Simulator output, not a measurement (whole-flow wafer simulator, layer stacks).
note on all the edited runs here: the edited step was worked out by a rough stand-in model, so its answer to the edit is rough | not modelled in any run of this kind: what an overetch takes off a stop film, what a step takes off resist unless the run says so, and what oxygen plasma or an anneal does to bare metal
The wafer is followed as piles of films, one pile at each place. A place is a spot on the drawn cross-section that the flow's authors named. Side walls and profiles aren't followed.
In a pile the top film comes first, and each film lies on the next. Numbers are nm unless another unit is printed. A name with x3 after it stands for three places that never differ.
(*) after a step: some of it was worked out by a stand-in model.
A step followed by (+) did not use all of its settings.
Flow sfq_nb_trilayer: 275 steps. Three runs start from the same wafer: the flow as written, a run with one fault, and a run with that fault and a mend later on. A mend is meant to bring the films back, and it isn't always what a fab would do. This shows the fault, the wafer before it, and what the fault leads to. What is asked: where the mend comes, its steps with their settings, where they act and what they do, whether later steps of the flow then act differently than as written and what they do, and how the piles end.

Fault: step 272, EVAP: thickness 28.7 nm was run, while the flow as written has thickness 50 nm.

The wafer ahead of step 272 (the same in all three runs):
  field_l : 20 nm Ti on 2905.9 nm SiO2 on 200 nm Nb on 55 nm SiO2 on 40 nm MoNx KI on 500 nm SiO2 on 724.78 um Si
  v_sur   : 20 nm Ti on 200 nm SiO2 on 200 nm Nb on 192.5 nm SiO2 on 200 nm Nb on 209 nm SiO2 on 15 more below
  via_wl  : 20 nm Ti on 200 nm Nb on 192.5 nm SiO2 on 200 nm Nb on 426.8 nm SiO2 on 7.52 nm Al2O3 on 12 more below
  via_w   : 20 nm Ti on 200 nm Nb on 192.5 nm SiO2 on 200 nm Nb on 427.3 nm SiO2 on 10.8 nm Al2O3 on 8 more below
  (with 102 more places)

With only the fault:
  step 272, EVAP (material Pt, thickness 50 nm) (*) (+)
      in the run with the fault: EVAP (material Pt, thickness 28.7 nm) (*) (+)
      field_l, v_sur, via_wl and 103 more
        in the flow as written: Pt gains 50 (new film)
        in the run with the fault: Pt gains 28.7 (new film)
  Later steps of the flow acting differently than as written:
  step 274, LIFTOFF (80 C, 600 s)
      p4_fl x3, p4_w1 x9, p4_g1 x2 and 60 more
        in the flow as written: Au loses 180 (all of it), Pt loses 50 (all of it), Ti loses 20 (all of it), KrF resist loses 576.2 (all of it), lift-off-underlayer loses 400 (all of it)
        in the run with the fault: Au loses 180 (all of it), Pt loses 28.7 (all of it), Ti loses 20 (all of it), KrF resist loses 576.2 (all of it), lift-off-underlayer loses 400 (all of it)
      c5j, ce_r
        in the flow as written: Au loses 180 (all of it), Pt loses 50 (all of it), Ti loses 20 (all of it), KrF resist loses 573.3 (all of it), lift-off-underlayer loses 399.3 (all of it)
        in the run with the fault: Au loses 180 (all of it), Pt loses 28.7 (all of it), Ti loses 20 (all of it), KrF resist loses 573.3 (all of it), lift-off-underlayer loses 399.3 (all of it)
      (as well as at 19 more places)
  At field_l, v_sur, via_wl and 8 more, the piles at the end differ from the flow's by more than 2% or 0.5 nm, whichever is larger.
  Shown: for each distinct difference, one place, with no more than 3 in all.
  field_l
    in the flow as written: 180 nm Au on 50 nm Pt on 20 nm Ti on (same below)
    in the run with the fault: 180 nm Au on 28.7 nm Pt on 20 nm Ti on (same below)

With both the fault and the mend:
  The mend follows step 272.
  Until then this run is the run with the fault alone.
  step 272a, EVAP (material Pt, thickness 21.3 nm) (*) (+) (a further turn of the flow's step 272, with different settings)
      field_l, v_sur, via_wl and 103 more
        Pt gains 21.3
  None of the later steps of the flow acts differently than as written at any place that is followed.
  The piles end the same as the flow's at every place that both follow.
